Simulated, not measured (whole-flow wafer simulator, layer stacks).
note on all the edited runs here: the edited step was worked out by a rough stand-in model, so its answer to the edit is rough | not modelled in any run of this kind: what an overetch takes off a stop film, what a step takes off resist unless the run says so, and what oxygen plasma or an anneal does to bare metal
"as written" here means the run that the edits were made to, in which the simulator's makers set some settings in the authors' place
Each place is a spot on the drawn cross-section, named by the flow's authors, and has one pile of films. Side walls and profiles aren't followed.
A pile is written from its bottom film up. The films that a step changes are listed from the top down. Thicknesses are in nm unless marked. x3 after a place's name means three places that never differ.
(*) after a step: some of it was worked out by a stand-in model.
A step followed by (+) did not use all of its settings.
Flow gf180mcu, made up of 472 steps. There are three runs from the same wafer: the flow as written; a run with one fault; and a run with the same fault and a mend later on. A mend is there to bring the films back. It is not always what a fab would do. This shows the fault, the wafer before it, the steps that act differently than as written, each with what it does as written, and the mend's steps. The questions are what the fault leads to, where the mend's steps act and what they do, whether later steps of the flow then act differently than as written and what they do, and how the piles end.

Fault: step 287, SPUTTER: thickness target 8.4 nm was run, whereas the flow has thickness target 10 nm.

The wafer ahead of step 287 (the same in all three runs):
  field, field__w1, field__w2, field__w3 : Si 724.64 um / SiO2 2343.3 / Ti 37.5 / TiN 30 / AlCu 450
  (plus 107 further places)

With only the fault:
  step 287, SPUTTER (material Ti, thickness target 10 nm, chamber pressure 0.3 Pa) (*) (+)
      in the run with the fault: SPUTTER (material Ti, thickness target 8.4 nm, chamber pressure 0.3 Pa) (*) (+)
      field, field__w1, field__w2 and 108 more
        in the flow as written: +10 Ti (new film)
        in the run with the fault: +8.4 Ti (new film)
  Steps further on in the flow that do not act as written (not shown: 4 more steps that differ only slightly, by at most 2% or 0.5 nm, whichever is larger):
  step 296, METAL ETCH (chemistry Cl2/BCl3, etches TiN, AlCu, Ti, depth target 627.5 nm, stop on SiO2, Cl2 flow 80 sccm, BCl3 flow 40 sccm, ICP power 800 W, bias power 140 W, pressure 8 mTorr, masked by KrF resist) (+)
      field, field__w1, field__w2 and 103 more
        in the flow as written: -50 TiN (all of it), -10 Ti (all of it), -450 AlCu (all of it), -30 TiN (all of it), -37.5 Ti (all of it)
        in the run with the fault: -50 TiN (all of it), -8.4 Ti (all of it), -450 AlCu (all of it), -30 TiN (all of it), -37.5 Ti (all of it)
  At field__w8, contact, m1, m1__w1, m1_nw, the piles at the end differ from the flow's by more than 2% or 0.5 nm, whichever is larger.
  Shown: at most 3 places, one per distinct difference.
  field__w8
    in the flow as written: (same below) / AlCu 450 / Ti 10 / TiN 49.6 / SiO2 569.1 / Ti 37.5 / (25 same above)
    in the run with the fault: (same below) / AlCu 450 / Ti 8.4 / TiN 49.6 / SiO2 570.7 / Ti 37.5 / (25 same above)
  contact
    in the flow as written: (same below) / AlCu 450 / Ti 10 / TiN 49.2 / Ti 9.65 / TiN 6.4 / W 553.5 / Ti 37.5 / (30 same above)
    in the run with the fault: (same below) / AlCu 450 / Ti 8.4 / TiN 49.2 / Ti 9.64 / TiN 6.4 / W 555.1 / Ti 37.5 / (30 same above)

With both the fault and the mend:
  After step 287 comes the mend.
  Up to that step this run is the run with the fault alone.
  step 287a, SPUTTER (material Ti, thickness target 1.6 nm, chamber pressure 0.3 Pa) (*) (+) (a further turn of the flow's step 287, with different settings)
      field, field__w1, field__w2 and 108 more
        +1.6 Ti
  None of the later steps of the flow acts differently than as written at any place that is followed.
  At every place that both follow, the piles at the end match the flow's.
